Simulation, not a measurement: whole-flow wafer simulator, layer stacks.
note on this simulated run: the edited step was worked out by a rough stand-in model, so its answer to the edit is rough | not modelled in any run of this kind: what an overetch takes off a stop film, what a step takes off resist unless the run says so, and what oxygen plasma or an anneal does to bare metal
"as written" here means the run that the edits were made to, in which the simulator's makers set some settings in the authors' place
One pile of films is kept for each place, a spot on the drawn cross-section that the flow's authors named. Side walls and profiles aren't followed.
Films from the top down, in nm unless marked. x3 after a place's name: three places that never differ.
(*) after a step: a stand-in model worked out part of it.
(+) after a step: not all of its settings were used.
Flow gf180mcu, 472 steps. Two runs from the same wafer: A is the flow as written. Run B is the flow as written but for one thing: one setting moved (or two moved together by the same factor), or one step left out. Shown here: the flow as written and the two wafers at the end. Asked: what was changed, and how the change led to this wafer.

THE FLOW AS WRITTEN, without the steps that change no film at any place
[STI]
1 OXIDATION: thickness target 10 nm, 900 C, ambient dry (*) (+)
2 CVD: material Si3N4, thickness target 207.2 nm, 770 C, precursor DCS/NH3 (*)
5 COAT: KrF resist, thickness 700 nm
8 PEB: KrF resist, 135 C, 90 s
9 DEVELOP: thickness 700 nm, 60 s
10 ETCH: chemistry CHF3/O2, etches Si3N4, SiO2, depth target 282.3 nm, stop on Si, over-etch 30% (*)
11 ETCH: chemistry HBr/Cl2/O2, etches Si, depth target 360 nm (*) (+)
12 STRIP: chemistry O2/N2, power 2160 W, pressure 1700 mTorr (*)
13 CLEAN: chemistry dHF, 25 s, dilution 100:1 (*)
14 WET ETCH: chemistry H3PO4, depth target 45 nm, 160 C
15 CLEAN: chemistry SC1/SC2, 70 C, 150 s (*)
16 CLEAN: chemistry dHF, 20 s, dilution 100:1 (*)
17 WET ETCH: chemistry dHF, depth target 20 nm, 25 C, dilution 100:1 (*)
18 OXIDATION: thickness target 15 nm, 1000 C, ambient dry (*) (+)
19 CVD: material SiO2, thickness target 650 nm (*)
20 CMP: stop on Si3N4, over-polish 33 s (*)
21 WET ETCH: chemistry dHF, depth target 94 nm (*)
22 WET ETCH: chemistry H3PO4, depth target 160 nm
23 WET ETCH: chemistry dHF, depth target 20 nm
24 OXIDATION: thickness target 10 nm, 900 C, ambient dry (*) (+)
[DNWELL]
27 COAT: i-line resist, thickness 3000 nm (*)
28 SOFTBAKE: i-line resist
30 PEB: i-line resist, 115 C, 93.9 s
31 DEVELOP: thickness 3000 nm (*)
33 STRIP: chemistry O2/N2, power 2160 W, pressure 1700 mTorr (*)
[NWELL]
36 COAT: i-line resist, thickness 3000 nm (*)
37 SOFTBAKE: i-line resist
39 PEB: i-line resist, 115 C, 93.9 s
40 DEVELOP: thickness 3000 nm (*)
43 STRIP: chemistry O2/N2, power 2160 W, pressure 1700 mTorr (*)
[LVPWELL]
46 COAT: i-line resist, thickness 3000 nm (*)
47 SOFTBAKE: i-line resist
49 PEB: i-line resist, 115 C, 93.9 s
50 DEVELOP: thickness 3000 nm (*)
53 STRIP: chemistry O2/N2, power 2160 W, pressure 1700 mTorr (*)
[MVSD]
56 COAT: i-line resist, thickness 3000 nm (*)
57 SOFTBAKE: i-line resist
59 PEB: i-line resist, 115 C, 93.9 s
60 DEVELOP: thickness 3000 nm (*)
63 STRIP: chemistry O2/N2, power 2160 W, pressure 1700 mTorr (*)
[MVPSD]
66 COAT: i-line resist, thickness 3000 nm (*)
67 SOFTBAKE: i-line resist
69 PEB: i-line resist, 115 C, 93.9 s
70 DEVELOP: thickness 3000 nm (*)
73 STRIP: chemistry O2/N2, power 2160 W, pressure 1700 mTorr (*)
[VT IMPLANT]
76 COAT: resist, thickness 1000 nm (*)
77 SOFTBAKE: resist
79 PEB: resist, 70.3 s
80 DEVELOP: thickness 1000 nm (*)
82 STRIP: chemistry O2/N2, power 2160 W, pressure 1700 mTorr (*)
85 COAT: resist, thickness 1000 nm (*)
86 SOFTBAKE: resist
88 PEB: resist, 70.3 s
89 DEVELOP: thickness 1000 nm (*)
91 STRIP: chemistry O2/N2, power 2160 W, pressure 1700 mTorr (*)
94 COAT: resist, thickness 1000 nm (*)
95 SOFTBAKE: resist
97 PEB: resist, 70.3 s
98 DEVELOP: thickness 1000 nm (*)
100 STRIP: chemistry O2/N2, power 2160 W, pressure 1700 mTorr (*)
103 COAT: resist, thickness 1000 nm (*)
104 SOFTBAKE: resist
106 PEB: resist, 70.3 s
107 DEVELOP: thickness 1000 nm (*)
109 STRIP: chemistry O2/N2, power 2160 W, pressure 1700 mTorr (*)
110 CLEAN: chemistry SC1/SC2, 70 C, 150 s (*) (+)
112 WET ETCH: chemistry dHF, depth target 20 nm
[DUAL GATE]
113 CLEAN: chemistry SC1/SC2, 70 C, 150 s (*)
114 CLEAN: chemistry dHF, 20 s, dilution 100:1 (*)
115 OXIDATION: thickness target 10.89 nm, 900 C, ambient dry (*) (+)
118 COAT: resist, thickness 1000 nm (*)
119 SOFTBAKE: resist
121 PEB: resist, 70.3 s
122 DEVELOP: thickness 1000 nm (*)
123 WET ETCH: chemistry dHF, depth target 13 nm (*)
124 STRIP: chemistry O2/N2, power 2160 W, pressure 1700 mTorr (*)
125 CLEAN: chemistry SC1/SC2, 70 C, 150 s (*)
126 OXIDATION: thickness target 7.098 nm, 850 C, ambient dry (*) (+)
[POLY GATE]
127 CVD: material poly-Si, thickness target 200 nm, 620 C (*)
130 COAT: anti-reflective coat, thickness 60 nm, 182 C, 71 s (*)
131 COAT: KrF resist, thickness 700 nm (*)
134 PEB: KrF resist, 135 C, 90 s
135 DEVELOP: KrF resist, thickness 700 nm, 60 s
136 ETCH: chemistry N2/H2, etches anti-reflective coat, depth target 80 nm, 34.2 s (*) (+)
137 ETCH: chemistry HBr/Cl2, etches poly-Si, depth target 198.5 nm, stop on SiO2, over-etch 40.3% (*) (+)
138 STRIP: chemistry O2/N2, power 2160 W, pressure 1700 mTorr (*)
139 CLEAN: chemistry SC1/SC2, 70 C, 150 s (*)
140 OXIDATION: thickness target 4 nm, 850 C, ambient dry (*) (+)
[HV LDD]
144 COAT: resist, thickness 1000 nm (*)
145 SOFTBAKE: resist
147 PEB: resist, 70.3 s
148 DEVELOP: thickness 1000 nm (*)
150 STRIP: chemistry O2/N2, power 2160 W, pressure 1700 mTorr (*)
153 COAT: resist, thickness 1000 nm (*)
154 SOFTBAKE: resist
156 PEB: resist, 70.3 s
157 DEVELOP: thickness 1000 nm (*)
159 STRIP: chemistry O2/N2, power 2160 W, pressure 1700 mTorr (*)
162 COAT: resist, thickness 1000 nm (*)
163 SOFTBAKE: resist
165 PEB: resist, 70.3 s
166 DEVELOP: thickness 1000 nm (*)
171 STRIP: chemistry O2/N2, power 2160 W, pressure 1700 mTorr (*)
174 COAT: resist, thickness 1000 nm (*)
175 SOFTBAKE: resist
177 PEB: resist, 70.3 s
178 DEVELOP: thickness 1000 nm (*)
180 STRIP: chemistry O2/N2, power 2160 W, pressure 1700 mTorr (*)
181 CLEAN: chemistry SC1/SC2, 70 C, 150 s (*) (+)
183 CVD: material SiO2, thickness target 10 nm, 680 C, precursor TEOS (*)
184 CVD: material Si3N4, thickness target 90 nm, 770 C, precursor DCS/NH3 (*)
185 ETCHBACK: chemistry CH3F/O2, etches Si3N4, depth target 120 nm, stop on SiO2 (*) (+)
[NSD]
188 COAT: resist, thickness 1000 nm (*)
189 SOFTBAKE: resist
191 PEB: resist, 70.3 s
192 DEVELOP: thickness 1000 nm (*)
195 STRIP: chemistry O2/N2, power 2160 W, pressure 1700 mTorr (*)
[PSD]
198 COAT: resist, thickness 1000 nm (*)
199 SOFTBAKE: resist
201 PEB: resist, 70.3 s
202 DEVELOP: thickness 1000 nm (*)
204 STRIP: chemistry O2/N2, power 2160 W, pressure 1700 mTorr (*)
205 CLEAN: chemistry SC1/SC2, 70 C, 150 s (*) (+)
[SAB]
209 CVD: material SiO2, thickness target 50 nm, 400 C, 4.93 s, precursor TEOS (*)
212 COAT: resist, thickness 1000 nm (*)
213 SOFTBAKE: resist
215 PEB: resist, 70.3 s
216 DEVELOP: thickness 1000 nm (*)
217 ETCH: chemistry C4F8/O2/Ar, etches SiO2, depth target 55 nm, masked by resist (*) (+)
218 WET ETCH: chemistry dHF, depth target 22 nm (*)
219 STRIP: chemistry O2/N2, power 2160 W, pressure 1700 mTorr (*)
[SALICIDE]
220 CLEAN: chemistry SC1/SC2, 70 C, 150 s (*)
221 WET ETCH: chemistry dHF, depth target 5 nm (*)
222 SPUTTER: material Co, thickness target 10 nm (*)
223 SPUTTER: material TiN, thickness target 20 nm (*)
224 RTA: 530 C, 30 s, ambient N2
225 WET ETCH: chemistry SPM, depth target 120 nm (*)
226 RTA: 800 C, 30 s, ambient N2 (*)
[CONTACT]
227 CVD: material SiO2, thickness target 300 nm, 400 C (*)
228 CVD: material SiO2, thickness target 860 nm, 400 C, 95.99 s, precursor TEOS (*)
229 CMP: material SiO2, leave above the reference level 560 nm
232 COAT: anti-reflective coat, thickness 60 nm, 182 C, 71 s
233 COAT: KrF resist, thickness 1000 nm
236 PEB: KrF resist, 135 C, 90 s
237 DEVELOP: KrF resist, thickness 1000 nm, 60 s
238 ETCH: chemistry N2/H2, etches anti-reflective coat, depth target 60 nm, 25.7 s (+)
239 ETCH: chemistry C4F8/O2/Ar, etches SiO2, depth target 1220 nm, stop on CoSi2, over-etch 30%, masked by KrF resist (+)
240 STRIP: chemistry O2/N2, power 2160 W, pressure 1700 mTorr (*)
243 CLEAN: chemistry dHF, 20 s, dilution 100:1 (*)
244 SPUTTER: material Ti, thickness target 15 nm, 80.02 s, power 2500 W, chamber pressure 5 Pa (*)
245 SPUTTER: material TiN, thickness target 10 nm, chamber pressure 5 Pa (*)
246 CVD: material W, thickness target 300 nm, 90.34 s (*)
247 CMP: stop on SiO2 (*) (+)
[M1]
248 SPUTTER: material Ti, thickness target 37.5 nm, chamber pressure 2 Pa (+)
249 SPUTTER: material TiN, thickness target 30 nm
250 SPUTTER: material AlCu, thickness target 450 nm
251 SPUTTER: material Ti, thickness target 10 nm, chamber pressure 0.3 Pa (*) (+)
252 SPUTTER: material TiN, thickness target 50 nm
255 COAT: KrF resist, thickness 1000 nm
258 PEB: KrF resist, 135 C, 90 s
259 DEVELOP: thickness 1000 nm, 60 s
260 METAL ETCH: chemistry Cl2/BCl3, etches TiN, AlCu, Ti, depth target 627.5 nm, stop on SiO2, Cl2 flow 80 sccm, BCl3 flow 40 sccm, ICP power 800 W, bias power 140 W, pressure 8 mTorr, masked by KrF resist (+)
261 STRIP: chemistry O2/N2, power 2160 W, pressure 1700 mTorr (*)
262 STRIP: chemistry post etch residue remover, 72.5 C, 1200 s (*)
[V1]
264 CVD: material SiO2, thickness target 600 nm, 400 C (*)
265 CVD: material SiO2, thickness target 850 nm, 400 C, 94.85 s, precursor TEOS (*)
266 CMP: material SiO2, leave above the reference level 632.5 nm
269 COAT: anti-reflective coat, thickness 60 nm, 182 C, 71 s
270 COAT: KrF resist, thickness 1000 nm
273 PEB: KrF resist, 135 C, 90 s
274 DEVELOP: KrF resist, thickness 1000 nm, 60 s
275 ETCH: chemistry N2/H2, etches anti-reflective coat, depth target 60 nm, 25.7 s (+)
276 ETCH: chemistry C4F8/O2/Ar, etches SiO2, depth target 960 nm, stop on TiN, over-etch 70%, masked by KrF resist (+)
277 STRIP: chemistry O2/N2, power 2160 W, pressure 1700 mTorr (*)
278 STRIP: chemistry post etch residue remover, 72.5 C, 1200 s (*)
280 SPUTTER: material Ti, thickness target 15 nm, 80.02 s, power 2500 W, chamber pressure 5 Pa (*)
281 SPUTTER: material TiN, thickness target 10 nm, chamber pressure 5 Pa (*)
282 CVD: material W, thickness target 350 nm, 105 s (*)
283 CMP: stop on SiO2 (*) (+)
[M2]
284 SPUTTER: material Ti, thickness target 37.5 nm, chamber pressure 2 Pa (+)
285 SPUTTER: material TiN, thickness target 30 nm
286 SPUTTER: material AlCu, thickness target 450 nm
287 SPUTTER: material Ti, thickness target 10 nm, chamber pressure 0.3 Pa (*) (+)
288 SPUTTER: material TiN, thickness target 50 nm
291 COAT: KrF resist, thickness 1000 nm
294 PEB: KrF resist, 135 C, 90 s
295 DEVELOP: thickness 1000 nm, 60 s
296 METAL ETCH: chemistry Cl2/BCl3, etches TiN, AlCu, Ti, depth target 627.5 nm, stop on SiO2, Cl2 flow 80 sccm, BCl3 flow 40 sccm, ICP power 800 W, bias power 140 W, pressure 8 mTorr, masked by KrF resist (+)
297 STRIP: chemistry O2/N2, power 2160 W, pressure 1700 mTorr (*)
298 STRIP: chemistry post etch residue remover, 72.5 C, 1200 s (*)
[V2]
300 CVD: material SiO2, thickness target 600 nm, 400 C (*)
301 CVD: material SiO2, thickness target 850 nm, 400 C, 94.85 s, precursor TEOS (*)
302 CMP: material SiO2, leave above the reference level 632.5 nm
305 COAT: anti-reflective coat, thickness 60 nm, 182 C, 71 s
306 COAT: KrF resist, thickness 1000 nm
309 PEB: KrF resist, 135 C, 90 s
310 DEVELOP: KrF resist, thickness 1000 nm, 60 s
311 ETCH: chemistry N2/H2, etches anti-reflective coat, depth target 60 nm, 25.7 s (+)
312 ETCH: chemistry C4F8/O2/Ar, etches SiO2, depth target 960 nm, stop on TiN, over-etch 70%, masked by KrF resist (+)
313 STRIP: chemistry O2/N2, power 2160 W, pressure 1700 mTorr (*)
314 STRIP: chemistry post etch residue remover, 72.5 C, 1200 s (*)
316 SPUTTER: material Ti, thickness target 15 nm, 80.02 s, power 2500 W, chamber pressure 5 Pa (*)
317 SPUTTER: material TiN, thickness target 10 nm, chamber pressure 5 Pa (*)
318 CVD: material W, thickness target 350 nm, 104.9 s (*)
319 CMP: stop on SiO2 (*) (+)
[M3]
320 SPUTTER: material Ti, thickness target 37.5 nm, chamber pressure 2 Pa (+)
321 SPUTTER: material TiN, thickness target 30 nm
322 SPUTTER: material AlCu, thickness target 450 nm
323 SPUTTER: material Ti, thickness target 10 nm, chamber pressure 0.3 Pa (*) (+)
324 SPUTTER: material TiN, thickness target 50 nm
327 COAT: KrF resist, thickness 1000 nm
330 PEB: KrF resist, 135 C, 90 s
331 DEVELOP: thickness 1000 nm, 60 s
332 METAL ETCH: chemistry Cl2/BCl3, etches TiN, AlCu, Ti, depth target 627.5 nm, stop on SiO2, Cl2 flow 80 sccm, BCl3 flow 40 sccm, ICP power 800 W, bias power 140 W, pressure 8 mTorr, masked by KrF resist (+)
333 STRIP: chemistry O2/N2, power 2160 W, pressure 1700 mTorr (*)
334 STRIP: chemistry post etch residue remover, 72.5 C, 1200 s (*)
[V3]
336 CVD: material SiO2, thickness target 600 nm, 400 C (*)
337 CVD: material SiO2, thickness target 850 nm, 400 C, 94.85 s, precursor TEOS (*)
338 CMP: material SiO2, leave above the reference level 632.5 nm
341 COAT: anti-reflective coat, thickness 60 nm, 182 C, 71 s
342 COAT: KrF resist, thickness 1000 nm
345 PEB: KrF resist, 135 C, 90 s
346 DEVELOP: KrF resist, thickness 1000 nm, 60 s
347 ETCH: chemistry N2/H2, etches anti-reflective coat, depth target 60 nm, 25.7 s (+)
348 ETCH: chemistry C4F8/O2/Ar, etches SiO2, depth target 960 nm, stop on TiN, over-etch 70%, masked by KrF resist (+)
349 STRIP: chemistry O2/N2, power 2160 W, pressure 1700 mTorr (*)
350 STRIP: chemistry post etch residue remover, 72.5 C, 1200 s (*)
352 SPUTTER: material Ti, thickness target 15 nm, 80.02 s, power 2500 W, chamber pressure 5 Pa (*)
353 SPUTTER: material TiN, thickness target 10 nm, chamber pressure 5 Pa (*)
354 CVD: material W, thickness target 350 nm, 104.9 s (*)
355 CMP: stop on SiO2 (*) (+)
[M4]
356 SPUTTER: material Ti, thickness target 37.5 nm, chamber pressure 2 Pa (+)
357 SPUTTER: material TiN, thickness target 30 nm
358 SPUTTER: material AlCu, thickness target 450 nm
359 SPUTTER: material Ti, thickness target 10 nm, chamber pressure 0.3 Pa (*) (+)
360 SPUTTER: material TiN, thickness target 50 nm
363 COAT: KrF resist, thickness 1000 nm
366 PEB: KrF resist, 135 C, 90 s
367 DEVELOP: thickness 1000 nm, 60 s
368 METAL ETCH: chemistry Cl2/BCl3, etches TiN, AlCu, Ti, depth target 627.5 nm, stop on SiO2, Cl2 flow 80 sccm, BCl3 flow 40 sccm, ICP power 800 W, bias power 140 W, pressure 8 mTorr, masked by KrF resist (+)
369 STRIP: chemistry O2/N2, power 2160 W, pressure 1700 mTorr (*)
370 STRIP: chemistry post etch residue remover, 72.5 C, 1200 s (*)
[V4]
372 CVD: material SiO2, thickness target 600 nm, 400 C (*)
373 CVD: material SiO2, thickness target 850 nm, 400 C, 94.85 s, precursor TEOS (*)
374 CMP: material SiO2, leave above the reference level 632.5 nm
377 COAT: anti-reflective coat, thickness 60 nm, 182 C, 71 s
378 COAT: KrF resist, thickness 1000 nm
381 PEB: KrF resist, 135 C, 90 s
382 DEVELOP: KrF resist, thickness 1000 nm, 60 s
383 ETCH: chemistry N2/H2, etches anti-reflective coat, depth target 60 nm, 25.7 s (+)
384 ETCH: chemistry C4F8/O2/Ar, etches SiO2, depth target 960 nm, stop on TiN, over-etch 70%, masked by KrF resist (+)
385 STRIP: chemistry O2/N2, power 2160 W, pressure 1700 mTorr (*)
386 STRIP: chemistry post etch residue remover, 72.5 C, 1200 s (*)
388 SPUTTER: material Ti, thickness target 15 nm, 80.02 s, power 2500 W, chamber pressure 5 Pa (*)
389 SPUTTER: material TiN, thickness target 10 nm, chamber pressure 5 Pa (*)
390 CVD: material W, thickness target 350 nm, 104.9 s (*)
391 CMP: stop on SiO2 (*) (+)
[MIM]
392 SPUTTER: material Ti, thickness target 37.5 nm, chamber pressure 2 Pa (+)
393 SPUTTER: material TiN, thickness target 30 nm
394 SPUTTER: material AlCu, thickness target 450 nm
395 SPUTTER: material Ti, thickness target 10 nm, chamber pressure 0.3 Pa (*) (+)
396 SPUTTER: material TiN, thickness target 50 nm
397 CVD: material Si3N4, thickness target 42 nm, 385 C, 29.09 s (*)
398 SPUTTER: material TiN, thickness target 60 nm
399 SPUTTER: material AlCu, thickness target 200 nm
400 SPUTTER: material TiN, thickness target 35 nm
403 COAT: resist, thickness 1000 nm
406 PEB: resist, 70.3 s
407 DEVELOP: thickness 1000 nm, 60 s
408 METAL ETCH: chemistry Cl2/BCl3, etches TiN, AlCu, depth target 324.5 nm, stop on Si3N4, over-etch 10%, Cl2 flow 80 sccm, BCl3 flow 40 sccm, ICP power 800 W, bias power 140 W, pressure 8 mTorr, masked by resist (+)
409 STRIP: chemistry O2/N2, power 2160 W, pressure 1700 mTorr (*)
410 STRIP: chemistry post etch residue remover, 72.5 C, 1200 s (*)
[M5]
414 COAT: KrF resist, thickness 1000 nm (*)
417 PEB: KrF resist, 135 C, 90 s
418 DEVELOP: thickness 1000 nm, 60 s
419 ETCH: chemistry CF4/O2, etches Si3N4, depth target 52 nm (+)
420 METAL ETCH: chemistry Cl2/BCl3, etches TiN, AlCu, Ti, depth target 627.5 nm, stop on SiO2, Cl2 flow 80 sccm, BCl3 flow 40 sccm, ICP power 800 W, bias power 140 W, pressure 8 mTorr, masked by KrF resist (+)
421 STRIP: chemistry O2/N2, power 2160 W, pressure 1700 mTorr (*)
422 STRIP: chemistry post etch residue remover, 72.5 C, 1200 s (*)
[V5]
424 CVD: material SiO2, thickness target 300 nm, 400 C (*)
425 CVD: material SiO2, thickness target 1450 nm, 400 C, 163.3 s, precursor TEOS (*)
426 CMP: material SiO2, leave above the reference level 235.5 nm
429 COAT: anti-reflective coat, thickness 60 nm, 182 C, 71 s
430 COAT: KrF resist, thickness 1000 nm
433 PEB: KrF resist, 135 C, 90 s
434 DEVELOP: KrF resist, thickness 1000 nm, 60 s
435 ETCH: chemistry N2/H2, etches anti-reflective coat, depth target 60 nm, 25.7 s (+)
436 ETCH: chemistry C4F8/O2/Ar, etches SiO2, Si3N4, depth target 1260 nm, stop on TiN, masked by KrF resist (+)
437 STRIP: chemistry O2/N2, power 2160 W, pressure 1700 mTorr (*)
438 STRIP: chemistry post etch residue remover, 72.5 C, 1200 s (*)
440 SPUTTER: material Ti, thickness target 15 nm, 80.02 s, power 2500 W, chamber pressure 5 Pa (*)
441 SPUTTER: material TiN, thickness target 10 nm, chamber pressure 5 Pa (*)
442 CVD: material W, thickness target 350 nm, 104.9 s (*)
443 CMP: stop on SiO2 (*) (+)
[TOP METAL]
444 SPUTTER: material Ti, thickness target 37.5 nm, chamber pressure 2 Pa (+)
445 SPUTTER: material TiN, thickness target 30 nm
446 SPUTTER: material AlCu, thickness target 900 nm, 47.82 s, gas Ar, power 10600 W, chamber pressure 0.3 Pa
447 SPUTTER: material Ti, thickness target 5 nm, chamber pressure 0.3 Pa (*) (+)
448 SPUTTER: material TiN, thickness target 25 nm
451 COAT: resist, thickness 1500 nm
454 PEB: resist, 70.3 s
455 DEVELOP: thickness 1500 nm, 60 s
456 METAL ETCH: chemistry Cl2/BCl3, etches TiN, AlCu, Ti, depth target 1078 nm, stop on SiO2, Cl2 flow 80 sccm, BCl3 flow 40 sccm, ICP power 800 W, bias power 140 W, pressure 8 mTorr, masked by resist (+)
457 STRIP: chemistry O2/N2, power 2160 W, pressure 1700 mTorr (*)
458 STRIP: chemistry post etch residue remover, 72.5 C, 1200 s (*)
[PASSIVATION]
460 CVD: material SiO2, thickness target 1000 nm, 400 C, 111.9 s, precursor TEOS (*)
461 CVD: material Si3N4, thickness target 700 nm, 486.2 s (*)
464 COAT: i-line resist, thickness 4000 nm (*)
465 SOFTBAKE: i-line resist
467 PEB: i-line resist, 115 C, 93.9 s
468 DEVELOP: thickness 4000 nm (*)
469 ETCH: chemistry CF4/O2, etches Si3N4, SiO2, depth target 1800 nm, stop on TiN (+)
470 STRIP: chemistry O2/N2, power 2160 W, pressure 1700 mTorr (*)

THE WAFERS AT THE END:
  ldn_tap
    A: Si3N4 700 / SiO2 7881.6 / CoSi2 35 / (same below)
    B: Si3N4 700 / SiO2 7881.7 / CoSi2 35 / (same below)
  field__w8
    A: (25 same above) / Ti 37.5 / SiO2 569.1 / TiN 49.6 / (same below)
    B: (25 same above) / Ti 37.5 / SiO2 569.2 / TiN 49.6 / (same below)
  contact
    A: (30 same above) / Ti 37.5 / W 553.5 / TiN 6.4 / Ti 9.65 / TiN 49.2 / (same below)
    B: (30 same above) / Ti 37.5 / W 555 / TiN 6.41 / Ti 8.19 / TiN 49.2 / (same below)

The cause: step 316, SPUTTER: 68.02 s was run, where the flow has 80.02 s.

How the change led to this, step by step:
  316 SPUTTER: material Ti, thickness target 15 nm, 80.02 s, power 2500 W, chamber pressure 5 Pa (*)
      field, field__w1, field__w2 and 107 more: A Ti +15 (new film) | B Ti +12.7 (new film)
      contact: A Ti +9.65 (new film) | B Ti +8.19 (new film)
  319 CMP: stop on SiO2 (*) (+)
      field, field__w1, field__w2 and 107 more: A W -350 (all of it), TiN -10 (all of it), Ti -15 (all of it), SiO2 -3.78 | B W -350 (all of it), TiN -10 (all of it), Ti -12.7 (all of it), SiO2 -3.76
